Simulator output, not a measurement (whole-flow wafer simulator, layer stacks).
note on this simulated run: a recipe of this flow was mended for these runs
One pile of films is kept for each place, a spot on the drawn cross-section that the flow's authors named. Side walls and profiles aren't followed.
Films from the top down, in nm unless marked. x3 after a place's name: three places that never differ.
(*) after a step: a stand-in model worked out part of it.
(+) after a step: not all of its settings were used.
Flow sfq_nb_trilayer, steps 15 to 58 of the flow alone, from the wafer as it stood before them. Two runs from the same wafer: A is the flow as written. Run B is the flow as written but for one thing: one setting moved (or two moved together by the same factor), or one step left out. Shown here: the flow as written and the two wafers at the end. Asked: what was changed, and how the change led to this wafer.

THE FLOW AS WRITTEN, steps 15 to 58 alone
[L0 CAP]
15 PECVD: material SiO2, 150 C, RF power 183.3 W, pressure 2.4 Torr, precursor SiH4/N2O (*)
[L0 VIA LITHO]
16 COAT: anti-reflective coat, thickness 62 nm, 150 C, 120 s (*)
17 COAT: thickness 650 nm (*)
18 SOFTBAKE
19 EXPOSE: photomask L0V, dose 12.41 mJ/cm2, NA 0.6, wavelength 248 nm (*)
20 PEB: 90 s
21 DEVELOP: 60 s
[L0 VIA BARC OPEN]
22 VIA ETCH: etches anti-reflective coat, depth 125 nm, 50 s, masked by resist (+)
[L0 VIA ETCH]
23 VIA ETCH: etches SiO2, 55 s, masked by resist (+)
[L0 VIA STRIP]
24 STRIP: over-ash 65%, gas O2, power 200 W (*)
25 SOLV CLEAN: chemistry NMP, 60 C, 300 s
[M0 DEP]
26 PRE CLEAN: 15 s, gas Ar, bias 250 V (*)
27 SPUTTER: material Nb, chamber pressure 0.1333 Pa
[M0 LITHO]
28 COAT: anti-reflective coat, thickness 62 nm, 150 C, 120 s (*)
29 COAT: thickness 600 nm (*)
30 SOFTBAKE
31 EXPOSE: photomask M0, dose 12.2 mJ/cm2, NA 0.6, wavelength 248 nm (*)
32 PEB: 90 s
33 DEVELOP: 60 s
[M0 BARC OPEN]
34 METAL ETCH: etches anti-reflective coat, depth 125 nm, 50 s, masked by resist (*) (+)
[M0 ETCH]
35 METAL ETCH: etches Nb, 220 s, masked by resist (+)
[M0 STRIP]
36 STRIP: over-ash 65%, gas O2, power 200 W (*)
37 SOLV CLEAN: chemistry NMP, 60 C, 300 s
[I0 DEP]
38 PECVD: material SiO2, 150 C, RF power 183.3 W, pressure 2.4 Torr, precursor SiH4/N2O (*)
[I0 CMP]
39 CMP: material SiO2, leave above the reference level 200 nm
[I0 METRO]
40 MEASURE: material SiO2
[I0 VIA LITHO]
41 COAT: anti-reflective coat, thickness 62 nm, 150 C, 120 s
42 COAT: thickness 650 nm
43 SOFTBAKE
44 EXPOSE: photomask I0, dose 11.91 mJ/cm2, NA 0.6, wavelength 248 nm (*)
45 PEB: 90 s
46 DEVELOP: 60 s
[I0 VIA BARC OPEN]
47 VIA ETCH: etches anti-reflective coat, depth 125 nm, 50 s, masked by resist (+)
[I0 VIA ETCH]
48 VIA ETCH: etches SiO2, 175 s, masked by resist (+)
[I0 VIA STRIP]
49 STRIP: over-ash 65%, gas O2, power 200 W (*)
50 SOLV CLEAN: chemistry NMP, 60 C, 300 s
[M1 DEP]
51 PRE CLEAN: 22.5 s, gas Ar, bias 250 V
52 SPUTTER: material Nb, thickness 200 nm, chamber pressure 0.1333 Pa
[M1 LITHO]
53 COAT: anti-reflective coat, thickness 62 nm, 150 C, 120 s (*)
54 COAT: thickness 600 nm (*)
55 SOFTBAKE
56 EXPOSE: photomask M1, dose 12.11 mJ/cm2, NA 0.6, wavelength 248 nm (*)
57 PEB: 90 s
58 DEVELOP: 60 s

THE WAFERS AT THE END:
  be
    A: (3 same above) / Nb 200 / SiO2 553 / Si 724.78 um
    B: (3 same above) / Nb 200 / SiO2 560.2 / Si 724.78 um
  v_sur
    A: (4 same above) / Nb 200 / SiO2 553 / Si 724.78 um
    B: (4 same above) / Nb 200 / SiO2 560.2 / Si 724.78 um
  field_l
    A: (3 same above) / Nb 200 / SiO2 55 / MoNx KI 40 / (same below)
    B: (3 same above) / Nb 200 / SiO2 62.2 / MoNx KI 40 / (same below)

The cause: step 15, PECVD: pressure 1.81 Torr was run, where the flow has pressure 2.4 Torr.

How the change led to this, step by step:
  15 PECVD: material SiO2, 150 C, RF power 183.3 W, pressure 2.4 Torr, precursor SiH4/N2O (*)
      v_sur, via_wl, via_w and 97 more: A SiO2 +60 | B SiO2 +67.2
      field_l, l0_sur, l0v, l0r_line_l, l0r_line_c, l0r_line_r: A SiO2 +60 (new film) | B SiO2 +67.2 (new film)
  23 VIA ETCH: etches SiO2, 55 s, masked by resist (+)
      l0v: A SiO2 -59.7 (all of it), MoNx KI -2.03 | B SiO2 -66.9 (all of it), MoNx KI -1.31
  28 COAT: anti-reflective coat, thickness 62 nm, 150 C, 120 s (*)
      l0_sur: A anti-reflective coat +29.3 (new film) | B anti-reflective coat +27 (new film)
      l0v: A anti-reflective coat +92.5 (new film) | B anti-reflective coat +94.9 (new film)
  36 STRIP: over-ash 65%, gas O2, power 200 W (*)
      l0_sur: A KrF-resist-other-grade -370 (all of it), anti-reflective coat -29.3 (all of it) | B KrF-resist-other-grade -371.1 (all of it), anti-reflective coat -27 (all of it)
      l0v: A KrF-resist-other-grade -374.1 (all of it), anti-reflective coat -92.5 (all of it) | B KrF-resist-other-grade -377.8 (all of it), anti-reflective coat -94.9 (all of it)
  39 CMP: material SiO2, leave above the reference level 200 nm
      l0v: A SiO2 -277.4 | B SiO2 -269.8
